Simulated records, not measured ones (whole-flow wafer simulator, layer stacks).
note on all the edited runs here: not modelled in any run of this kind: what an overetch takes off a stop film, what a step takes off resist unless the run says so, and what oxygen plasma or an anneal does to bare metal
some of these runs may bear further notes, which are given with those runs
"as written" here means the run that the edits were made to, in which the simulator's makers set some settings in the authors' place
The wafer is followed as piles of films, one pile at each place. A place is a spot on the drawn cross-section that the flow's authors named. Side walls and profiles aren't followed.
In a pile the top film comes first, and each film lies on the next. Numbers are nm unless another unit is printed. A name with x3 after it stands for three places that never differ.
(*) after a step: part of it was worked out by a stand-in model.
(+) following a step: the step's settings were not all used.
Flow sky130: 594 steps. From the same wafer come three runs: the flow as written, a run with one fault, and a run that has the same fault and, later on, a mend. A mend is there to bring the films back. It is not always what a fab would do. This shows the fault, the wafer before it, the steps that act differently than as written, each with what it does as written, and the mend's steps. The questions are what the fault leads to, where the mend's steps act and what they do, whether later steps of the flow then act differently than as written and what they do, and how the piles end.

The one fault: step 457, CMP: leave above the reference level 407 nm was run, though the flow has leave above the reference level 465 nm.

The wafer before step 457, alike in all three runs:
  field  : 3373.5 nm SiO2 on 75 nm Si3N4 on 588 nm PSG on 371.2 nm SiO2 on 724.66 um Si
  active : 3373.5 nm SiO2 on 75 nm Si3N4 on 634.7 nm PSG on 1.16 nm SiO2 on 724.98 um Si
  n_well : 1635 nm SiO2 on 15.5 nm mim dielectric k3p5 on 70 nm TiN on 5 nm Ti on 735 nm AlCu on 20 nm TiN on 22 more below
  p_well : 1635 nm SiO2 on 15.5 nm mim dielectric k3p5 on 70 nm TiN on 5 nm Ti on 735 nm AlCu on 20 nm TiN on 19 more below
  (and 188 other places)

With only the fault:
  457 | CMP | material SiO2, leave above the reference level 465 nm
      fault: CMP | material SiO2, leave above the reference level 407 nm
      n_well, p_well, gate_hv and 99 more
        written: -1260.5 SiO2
        fault: -1318.5 SiO2
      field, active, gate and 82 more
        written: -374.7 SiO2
        fault: -432.7 SiO2
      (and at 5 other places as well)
  Steps later in the flow that act otherwise than as written (1 more step, not shown, differs only slightly: by at most 2% or 0.5 nm, whichever is larger):
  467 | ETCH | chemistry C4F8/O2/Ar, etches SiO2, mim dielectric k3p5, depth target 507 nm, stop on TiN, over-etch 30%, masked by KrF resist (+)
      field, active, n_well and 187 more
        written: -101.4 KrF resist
        fault: -86.3 KrF resist
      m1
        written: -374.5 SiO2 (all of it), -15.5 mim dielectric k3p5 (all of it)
        fault: -316.5 SiO2 (all of it), -15.5 mim dielectric k3p5 (all of it)
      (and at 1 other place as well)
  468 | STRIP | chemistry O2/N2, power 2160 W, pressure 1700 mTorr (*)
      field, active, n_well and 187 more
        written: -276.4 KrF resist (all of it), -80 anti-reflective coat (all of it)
        fault: -291.5 KrF resist (all of it), -80 anti-reflective coat (all of it)
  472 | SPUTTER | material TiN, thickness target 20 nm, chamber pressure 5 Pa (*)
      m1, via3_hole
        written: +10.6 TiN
        fault: +11.4 TiN
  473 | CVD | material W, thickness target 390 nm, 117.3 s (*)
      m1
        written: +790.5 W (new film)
        fault: +731.7 W (new film)
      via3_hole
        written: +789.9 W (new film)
        fault: +731 W (new film)
  At n_well, p_well, gate_hv and 104 more, the piles at the end differ from the flow's by more than 2% or 0.5 nm, whichever is larger.
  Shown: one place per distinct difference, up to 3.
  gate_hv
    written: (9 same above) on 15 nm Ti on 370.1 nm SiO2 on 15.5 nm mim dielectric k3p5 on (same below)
    fault: (9 same above) on 15 nm Ti on 312.1 nm SiO2 on 15.5 nm mim dielectric k3p5 on (same below)
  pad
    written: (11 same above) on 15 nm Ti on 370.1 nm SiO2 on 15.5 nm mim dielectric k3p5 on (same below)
    fault: (11 same above) on 15 nm Ti on 312.1 nm SiO2 on 15.5 nm mim dielectric k3p5 on (same below)
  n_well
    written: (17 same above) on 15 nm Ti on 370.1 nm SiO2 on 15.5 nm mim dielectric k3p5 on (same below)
    fault: (17 same above) on 15 nm Ti on 312.1 nm SiO2 on 15.5 nm mim dielectric k3p5 on (same below)

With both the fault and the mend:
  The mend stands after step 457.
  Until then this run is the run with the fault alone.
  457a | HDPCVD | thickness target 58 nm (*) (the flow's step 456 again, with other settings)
      field, active, n_well and 189 more
        +58 SiO2
  None of the later steps of the flow differs from how it acts as written, at any place that is followed, by more than 2% or 0.5 nm, whichever is larger.
  By the end, the piles equal the flow's at every place that both follow.
